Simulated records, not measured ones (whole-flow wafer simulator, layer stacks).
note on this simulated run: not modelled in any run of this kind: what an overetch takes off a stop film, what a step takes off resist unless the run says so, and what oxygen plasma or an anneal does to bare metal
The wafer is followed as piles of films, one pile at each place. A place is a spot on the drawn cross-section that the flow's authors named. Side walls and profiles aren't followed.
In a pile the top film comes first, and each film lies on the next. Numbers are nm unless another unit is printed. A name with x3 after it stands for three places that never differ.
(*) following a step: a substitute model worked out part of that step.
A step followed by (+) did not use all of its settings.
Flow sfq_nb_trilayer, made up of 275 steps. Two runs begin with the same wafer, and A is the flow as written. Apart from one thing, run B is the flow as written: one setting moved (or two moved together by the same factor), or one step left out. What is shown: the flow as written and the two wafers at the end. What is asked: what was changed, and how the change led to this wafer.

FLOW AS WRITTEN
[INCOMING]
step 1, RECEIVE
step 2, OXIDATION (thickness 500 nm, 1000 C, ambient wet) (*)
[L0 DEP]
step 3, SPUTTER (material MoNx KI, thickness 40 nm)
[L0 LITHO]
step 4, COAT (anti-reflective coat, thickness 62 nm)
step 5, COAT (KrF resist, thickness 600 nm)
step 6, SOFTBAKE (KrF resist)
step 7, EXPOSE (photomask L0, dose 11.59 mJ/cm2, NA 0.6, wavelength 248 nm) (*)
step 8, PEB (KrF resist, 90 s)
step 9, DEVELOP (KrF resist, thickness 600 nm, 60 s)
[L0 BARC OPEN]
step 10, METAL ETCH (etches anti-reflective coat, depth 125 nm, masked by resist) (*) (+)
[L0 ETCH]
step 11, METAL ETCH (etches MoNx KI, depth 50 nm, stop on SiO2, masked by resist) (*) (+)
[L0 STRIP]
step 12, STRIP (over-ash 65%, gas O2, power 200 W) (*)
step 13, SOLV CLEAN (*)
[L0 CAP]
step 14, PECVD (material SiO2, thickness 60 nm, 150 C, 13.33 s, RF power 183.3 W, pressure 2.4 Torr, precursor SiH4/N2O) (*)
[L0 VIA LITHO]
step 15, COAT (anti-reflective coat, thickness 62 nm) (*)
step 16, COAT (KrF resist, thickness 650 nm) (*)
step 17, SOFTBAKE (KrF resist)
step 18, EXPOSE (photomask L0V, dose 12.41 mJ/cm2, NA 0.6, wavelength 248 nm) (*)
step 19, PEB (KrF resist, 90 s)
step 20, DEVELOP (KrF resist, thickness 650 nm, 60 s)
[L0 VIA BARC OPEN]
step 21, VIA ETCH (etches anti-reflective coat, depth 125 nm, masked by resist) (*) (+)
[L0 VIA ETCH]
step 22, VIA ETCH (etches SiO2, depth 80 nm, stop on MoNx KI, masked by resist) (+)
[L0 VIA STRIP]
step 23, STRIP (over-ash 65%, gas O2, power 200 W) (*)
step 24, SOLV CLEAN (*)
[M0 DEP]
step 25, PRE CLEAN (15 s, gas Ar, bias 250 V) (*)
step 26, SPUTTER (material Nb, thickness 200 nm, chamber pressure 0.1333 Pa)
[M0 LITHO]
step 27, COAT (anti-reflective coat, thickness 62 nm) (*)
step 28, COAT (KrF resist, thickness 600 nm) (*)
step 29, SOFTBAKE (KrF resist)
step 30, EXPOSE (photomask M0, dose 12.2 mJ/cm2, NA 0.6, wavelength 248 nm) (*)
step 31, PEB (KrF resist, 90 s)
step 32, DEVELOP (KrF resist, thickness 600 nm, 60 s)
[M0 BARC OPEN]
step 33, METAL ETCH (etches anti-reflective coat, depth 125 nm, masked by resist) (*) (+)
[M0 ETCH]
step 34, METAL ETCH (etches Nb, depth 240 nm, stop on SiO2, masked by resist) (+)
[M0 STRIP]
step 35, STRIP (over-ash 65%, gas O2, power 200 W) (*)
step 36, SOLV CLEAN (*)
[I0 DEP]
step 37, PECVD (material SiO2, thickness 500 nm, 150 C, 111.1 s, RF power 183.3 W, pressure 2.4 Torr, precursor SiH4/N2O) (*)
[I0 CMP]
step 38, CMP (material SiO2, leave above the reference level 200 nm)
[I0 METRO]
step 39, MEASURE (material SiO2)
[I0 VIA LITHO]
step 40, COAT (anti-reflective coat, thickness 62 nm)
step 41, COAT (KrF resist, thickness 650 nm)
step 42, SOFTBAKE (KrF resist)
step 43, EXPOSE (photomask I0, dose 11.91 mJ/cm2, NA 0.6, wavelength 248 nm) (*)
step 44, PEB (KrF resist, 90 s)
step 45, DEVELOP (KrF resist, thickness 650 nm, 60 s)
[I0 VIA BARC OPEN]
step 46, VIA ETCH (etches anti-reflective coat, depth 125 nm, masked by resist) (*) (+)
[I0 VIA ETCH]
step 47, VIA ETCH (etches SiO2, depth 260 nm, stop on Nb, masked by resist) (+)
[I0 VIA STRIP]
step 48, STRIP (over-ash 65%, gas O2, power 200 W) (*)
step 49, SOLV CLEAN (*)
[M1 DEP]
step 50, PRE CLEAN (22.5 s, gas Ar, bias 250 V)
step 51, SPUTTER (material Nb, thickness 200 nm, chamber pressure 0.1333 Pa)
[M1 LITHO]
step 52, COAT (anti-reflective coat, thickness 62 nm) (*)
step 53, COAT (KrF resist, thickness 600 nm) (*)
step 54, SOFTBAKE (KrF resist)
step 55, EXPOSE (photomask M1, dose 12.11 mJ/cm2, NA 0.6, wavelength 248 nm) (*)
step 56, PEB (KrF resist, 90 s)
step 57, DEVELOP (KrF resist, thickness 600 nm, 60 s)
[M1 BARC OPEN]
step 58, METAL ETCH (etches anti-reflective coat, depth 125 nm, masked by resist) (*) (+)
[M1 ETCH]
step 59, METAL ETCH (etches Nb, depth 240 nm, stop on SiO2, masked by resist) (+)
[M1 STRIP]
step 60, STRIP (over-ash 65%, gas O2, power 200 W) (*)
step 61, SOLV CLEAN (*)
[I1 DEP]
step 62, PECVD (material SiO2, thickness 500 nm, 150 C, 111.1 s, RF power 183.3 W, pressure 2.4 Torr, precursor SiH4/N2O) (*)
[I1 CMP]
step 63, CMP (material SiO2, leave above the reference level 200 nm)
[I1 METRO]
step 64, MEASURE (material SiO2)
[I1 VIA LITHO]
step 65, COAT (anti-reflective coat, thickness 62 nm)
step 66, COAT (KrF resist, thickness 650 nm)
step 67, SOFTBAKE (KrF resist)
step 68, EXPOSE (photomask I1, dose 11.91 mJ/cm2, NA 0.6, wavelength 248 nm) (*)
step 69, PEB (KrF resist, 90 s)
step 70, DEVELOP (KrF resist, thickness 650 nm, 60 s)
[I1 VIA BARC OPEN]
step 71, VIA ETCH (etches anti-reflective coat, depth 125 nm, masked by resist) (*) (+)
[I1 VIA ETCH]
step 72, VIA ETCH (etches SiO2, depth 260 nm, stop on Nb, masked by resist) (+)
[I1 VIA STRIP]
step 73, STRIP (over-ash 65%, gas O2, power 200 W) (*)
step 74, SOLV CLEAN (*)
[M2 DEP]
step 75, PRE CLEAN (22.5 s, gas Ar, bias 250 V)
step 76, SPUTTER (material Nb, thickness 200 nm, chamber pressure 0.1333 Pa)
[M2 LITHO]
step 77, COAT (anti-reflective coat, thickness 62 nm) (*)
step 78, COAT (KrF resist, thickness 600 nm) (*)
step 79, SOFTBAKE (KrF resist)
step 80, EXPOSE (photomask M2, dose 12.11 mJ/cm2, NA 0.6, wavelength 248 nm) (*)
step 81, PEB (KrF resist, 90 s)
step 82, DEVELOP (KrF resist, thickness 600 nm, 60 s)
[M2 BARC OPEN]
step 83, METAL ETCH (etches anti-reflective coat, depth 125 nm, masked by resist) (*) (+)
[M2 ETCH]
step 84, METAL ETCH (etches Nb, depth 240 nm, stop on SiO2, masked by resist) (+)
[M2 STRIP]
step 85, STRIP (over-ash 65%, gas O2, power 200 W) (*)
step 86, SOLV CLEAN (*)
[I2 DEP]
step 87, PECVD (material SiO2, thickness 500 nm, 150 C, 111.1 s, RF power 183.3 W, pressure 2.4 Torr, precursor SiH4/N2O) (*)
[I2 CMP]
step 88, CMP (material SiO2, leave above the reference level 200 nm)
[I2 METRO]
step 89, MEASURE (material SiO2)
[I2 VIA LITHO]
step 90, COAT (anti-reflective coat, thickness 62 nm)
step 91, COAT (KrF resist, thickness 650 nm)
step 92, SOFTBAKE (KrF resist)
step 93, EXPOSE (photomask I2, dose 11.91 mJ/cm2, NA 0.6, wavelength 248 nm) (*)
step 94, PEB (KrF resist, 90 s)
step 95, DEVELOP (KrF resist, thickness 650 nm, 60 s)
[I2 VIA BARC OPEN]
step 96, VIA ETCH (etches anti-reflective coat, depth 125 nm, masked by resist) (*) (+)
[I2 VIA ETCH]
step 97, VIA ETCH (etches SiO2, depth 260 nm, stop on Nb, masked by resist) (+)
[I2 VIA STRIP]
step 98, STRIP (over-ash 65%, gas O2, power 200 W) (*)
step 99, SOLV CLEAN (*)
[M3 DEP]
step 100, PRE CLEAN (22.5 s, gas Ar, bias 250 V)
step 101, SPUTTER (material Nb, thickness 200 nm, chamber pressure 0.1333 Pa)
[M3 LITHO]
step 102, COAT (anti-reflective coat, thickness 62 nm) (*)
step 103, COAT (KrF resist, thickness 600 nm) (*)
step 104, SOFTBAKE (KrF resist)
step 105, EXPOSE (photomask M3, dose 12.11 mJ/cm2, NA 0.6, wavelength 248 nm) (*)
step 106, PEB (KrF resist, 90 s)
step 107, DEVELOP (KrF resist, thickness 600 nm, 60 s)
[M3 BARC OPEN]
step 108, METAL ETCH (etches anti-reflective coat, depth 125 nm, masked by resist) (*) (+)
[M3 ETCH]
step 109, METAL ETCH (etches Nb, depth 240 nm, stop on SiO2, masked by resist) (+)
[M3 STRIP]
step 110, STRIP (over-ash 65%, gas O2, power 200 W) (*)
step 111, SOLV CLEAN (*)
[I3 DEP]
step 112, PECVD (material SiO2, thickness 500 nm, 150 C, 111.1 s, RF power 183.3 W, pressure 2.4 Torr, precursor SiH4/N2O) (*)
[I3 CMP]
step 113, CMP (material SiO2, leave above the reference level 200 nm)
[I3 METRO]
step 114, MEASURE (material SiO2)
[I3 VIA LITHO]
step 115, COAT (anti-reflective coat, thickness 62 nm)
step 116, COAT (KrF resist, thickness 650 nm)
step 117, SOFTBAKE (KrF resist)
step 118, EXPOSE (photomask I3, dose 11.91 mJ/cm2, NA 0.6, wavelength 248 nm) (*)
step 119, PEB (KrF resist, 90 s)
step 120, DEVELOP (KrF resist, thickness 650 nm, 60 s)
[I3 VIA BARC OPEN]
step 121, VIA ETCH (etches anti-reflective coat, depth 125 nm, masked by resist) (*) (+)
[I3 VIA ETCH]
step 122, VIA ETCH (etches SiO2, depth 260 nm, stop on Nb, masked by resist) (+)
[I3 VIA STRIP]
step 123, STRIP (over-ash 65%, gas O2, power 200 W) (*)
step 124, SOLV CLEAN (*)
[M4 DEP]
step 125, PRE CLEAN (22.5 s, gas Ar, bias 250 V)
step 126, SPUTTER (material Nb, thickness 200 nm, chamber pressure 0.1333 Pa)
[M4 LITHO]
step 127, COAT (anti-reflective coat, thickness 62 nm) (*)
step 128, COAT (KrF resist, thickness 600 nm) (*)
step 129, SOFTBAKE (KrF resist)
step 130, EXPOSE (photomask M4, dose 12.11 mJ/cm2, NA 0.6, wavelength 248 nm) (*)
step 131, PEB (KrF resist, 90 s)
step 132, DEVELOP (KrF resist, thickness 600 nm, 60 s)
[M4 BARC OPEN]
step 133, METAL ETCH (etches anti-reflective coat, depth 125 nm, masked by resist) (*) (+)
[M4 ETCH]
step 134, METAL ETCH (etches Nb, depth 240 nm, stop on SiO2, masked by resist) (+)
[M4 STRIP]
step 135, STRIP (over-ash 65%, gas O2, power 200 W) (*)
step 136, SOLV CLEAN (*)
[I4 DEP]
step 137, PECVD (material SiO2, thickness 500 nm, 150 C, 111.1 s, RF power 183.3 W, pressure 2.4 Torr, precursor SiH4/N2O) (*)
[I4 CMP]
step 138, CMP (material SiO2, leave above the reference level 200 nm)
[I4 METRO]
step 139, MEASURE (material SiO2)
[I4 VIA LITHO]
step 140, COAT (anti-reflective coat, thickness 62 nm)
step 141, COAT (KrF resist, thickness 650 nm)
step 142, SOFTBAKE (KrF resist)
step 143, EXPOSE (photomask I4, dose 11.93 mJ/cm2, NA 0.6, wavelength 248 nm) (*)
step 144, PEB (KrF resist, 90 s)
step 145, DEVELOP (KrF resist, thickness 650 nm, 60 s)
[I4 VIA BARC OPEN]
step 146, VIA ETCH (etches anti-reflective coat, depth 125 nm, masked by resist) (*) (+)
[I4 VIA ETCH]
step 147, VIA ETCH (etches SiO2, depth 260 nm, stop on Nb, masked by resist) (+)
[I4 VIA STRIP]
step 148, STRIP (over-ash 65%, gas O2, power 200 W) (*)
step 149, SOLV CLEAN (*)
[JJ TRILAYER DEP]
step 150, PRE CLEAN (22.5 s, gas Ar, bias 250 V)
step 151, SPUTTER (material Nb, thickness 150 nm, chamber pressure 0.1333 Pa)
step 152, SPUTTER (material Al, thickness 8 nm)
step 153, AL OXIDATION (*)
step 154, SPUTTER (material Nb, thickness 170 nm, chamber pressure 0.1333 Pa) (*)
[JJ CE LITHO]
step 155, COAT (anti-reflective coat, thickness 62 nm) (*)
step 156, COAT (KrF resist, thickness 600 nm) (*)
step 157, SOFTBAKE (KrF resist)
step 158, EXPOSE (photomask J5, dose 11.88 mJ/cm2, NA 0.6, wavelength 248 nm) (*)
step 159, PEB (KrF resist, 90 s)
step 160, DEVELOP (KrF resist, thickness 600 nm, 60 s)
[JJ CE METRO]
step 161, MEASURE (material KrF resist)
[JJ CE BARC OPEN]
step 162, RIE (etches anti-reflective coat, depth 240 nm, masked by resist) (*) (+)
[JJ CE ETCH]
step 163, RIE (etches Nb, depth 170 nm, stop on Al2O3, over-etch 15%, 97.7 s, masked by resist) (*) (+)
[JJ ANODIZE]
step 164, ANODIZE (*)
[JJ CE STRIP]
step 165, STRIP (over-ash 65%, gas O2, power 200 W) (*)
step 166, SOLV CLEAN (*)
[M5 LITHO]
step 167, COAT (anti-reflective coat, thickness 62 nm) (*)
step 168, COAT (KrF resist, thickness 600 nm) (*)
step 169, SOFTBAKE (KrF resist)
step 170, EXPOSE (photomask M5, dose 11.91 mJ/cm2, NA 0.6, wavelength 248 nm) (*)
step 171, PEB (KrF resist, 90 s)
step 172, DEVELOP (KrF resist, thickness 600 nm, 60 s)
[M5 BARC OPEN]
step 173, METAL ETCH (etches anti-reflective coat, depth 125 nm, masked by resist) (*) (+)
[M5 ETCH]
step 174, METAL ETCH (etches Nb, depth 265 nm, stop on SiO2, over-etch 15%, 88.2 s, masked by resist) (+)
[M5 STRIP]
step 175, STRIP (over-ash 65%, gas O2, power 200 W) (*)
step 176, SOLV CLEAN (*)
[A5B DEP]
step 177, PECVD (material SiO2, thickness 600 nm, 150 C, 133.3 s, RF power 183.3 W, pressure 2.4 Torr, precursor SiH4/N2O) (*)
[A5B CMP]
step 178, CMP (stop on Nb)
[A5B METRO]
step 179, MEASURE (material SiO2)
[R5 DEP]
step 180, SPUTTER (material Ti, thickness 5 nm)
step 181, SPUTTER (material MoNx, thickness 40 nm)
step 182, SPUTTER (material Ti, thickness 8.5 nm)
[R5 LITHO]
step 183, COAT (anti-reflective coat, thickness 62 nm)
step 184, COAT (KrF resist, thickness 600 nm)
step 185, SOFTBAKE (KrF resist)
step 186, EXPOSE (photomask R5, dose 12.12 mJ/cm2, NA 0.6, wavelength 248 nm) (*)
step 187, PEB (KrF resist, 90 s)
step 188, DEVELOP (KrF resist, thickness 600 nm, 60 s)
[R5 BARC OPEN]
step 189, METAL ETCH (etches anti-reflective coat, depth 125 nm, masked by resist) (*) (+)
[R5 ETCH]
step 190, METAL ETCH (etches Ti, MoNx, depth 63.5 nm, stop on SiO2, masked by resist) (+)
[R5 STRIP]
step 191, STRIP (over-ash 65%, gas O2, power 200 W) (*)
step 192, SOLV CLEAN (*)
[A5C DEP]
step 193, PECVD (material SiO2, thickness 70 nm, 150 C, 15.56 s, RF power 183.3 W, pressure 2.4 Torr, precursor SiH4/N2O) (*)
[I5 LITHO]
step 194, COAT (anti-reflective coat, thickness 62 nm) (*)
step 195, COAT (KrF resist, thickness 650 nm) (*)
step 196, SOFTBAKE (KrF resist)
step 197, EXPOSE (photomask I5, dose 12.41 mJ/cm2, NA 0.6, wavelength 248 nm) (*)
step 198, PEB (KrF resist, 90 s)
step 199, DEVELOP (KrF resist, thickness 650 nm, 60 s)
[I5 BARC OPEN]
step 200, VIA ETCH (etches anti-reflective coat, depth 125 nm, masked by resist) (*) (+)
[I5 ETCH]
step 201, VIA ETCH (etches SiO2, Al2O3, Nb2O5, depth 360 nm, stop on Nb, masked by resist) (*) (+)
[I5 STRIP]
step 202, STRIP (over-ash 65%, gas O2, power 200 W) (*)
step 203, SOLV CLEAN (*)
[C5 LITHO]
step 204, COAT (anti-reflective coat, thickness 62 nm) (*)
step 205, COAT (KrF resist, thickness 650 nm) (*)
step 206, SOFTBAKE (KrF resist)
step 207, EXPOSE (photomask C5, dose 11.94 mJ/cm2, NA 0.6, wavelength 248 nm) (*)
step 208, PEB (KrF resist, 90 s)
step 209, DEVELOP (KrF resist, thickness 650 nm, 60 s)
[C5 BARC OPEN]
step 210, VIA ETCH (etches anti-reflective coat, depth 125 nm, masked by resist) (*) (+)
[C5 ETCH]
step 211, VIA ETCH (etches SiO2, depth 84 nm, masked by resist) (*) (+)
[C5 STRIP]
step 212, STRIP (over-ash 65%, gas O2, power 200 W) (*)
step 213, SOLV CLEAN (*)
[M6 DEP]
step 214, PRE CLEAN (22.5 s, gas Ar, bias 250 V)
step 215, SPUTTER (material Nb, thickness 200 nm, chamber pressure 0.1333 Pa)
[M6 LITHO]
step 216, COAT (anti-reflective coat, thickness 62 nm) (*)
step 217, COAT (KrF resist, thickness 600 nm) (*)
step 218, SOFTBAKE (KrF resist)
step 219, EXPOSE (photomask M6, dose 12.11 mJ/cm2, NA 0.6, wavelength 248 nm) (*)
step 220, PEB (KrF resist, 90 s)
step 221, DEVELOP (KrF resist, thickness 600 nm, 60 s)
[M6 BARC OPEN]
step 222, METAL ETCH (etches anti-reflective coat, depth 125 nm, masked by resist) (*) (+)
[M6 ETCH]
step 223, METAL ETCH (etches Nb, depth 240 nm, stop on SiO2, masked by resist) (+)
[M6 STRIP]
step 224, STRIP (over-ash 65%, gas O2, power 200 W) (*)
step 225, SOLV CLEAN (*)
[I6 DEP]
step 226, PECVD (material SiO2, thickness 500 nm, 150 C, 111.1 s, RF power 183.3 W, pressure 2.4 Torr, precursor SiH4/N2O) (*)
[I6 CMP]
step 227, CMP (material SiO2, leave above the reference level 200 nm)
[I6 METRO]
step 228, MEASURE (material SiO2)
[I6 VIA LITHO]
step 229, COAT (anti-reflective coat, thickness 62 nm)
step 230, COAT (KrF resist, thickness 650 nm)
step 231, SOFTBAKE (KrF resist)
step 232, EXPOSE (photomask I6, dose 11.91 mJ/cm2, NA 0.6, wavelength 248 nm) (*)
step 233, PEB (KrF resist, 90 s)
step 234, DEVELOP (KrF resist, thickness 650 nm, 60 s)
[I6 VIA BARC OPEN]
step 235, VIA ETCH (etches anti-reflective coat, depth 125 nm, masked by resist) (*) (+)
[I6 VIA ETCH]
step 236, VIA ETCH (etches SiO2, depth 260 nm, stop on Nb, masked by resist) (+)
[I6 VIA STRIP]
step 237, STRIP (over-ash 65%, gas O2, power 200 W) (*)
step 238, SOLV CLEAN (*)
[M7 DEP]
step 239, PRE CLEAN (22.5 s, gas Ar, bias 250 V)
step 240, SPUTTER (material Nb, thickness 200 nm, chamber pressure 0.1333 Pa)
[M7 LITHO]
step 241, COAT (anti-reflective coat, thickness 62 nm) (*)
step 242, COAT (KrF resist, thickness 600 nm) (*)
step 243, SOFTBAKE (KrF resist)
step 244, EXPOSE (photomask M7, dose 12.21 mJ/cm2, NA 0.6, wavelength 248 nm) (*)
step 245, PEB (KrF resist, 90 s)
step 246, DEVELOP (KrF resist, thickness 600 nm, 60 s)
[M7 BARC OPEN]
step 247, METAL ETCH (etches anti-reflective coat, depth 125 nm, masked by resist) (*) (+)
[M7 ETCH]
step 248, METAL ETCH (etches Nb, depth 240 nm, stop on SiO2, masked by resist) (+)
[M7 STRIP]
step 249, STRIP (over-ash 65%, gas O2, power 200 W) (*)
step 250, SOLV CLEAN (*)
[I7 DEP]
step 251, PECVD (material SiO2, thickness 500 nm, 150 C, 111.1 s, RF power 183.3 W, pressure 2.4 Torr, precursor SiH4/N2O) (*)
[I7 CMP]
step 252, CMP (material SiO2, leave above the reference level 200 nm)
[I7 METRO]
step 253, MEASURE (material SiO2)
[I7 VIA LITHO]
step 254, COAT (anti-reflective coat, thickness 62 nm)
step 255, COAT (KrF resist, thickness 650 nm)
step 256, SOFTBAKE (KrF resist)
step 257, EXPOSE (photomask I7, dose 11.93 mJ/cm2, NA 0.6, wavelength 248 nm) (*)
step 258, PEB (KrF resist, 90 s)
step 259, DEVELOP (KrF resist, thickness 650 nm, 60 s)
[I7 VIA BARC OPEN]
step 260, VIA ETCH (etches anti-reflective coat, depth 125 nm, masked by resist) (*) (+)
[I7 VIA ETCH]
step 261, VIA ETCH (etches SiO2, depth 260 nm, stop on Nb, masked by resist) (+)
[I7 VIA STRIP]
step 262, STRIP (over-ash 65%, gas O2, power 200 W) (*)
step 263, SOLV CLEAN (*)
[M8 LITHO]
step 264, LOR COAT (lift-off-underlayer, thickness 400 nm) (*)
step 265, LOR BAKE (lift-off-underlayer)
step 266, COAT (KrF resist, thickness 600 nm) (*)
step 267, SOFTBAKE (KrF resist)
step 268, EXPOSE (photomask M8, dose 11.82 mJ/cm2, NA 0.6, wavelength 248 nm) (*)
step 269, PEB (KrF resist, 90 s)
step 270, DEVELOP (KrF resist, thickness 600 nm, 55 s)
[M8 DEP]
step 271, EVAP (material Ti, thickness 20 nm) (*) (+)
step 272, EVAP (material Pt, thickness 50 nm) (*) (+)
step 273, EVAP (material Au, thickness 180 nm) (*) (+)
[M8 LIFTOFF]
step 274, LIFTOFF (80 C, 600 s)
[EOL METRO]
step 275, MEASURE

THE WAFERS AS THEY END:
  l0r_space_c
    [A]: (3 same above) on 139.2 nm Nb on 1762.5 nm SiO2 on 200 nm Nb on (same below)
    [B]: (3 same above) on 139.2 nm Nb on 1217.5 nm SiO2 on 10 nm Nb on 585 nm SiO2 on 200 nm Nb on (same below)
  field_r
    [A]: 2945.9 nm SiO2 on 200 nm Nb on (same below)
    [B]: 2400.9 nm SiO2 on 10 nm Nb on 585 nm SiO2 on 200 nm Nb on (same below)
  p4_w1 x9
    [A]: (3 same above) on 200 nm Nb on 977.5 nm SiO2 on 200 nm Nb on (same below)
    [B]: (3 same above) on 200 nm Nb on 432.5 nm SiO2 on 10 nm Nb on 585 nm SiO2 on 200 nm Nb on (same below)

Cause: step 76, SPUTTER: thickness 250 nm was run, whereas the flow has thickness 200 nm.

Step by step, how the change led to this:
  step 76, SPUTTER (material Nb, thickness 200 nm, chamber pressure 0.1333 Pa)
      field_l, v_sur, via_wl and 102 more: A +200 Nb (new film) | B +250 Nb (new film)
      via_v: A +174.5 Nb | B +218.8 Nb
  step 84, METAL ETCH (etches Nb, depth 240 nm, stop on SiO2, masked by resist) (+)
      field_l, be, be_sur and 81 more: A -200 Nb (all of it) | B -240 Nb
  step 87, PECVD (material SiO2, thickness 500 nm, 150 C, 111.1 s, RF power 183.3 W, pressure 2.4 Torr, precursor SiH4/N2O) (*)
      field_l, be, be_sur and 81 more: A +500 SiO2 | B +500 SiO2 (new film)
      via_v: A +606 SiO2 (new film) | B +587.3 SiO2 (new film)
  step 88, CMP (material SiO2, leave above the reference level 200 nm)
      field_l, be, be_sur and 81 more: A -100 SiO2 | B -60 SiO2
      via_v: A -181.6 SiO2 | B -157.1 SiO2
With metal films that touch counted as one body, l0r_space_c has 3 bodies (between them, from the top down: SiO2 1217.5; SiO2 585); the flow as written gives 2 bodies (between them, from the top down: SiO2 1762.5).
With metal films that touch counted as one body, field_r has 2 bodies (between them, from the top down: SiO2 585); the flow as written gives 1 body.
With metal films that touch counted as one body, p4_w1 x9 has 4 bodies (between them, from the top down: SiO2 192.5; SiO2 432.5; SiO2 585); the flow as written gives 3 bodies (between them, from the top down: SiO2 192.5; SiO2 977.5).
